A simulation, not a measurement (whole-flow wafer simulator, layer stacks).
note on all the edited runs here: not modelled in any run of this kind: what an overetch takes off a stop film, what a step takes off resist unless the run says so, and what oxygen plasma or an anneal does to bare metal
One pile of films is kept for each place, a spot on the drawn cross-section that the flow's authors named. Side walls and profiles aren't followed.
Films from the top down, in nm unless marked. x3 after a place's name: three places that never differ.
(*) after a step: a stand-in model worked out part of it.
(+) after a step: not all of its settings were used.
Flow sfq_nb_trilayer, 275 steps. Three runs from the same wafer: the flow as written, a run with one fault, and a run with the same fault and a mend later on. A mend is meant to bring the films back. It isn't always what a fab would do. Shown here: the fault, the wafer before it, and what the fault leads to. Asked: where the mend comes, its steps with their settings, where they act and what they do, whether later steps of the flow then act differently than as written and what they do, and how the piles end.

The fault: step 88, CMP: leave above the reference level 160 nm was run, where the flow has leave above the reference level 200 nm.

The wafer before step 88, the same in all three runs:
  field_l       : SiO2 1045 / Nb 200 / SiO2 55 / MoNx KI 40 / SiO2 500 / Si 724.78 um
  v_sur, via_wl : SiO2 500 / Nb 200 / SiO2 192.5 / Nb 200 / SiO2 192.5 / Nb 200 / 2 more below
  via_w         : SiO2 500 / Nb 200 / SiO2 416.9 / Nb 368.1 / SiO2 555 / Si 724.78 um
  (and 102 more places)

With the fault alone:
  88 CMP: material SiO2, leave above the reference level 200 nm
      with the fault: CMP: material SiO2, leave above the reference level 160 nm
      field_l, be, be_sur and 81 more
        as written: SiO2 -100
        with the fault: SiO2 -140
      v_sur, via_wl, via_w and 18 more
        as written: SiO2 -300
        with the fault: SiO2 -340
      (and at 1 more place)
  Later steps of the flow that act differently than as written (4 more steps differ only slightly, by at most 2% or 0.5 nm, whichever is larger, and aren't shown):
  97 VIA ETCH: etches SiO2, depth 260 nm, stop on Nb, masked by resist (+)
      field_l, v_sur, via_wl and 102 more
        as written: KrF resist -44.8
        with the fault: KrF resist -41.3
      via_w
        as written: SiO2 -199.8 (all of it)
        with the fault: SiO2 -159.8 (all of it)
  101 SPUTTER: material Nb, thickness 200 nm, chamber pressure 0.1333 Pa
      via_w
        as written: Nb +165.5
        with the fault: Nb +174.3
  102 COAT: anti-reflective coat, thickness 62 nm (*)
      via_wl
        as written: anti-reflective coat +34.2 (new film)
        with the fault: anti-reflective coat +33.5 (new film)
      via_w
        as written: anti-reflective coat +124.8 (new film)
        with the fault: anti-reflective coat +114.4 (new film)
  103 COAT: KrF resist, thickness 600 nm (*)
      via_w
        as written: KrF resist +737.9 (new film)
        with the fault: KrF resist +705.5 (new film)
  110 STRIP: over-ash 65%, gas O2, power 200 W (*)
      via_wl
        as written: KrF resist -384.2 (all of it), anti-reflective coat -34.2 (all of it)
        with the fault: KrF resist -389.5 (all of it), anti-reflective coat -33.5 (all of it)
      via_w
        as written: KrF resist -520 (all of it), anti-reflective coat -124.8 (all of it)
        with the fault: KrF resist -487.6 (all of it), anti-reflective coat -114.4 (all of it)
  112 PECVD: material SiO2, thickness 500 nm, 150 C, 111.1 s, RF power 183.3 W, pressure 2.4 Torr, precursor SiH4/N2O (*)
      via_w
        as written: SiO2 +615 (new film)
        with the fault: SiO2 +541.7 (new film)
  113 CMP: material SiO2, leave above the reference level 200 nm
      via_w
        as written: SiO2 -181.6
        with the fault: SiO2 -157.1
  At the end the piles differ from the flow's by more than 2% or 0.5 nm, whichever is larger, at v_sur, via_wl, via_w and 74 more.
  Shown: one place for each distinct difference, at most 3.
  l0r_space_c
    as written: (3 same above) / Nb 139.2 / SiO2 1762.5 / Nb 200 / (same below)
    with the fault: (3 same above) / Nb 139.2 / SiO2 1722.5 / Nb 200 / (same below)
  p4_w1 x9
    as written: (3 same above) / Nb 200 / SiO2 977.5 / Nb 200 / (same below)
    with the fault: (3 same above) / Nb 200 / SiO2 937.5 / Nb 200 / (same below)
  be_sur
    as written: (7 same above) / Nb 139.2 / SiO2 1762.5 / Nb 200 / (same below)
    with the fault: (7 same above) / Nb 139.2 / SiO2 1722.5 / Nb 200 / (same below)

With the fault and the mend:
  The mend comes after step 95.
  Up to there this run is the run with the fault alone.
  95a STRIP: over-ash 65%, gas O2, power 200 W (*)
      field_l, v_sur, via_wl and 102 more
        KrF resist -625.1 (all of it), anti-reflective coat -62 (all of it)
      via_w
        anti-reflective coat -62 (all of it)
  95b PECVD: material SiO2, thickness 40 nm, 150 C, 8.889 s, RF power 183.3 W, pressure 2.4 Torr, precursor SiH4/N2O (the flow's step 87 once more, with other settings)
      field_l, v_sur, via_wl and 103 more
        SiO2 +40
  95c COAT: anti-reflective coat, thickness 62 nm (the flow's step 90 once more)
      field_l, v_sur, via_wl and 103 more
        anti-reflective coat +62 (new film)
  95d COAT: KrF resist, thickness 650 nm (the flow's step 91 once more)
      field_l, v_sur, via_wl and 103 more
        KrF resist +650 (new film)
  95e SOFTBAKE: KrF resist (the flow's step 92 once more)
      changes no film at any place that is followed
  95f EXPOSE: photomask I2, dose 11.91 mJ/cm2, NA 0.6, wavelength 248 nm (*) (the flow's step 93 once more)
      changes no film at any place that is followed
  95g PEB: KrF resist, 90 s (the flow's step 94 once more)
      field_l, v_sur, via_wl and 103 more
        KrF resist -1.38
  95h DEVELOP: KrF resist, thickness 650 nm, 60 s (the flow's step 95 once more)
      field_l, v_sur, via_wl and 102 more
        KrF resist -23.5
      via_w
        KrF resist -648.6 (all of it)
  No later step of the flow acts differently than as written at any place that is followed.
  At the end the piles are the same as the flow's at every place that both follow.
